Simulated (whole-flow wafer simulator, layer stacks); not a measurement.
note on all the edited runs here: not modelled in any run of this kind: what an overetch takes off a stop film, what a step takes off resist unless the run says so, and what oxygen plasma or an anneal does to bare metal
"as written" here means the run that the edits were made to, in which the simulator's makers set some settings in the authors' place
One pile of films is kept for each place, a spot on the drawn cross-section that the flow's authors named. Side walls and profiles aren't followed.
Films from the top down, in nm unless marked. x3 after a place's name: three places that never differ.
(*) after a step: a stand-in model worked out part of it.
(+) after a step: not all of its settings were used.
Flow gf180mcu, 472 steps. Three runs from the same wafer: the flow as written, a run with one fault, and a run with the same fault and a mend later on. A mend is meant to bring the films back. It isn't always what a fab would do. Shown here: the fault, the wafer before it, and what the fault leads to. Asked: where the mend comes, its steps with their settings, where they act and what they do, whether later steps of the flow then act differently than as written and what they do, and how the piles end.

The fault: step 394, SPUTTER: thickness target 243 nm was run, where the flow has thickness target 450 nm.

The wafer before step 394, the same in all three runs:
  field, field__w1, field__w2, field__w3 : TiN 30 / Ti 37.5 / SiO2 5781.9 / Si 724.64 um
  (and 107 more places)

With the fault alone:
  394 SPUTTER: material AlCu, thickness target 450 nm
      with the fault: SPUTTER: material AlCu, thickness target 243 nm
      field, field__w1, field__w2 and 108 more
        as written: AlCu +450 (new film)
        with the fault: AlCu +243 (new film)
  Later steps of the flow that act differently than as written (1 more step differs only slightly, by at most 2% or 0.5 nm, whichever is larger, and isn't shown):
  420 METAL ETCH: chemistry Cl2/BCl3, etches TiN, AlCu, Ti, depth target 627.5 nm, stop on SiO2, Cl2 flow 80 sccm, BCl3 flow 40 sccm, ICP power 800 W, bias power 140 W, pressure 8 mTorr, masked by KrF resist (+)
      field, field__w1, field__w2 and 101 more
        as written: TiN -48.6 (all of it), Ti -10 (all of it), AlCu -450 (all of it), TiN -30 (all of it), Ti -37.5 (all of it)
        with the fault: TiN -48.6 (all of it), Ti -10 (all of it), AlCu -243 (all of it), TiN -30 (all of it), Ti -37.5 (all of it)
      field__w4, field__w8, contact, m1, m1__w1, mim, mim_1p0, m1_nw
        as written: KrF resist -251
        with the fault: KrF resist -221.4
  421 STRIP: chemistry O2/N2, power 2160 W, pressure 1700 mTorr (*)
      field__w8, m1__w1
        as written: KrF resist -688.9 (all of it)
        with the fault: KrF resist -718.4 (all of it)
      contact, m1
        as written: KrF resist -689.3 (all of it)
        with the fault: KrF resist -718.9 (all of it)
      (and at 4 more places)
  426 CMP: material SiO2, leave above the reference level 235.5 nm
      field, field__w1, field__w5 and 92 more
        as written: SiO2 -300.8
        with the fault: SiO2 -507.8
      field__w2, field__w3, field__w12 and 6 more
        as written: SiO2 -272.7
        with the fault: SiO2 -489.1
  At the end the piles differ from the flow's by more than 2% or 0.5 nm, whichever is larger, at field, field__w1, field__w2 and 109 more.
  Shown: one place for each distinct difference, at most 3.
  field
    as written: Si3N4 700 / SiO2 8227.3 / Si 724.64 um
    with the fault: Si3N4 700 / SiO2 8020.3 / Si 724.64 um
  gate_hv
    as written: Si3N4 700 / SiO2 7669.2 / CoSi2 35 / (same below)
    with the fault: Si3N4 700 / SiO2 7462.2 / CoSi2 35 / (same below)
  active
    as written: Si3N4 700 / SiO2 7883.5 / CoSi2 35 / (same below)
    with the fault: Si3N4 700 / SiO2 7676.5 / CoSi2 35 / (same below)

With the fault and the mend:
  The mend comes after step 394.
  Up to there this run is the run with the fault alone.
  394a SPUTTER: material AlCu, thickness target 207 nm (the flow's step 394 once more, with other settings)
      field, field__w1, field__w2 and 108 more
        AlCu +207
  No later step of the flow acts differently than as written at any place that is followed.
  At the end the piles are the same as the flow's at every place that both follow.
